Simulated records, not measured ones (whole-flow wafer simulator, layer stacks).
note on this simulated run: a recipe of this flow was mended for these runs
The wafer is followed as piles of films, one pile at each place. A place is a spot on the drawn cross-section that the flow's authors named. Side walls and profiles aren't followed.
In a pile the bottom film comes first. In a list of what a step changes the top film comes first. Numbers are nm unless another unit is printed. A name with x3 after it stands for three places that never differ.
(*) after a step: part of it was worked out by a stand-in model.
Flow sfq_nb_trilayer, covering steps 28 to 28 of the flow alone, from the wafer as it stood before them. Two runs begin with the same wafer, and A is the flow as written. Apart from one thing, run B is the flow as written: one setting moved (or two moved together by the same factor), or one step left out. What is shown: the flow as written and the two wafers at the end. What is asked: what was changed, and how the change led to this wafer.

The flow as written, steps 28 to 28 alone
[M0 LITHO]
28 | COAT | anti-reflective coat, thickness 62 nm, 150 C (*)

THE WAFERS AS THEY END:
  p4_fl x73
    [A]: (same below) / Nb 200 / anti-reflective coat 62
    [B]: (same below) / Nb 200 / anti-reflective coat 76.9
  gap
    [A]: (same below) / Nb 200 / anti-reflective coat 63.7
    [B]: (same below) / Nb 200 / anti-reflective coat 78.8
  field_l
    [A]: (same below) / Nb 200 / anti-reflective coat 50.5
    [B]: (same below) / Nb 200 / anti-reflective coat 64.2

The reason: step 28, COAT: thickness 76.9 nm was run, whereas the flow has thickness 62 nm.
The wafer lets one read it off: p4_fl x73 has anti-reflective coat 76.9, and step 28 as written asks for 62 nm.

The path from the change to this, step by step:
  28 | COAT | anti-reflective coat, thickness 62 nm, 150 C (*)
      p4_fl x73: A +62 anti-reflective coat (new film) | B +76.9 anti-reflective coat (new film)
      gap, jj_sur, ce_l and 6 more: A +63.7 anti-reflective coat (new film) | B +78.8 anti-reflective coat (new film)
      (as well as at 24 more places)
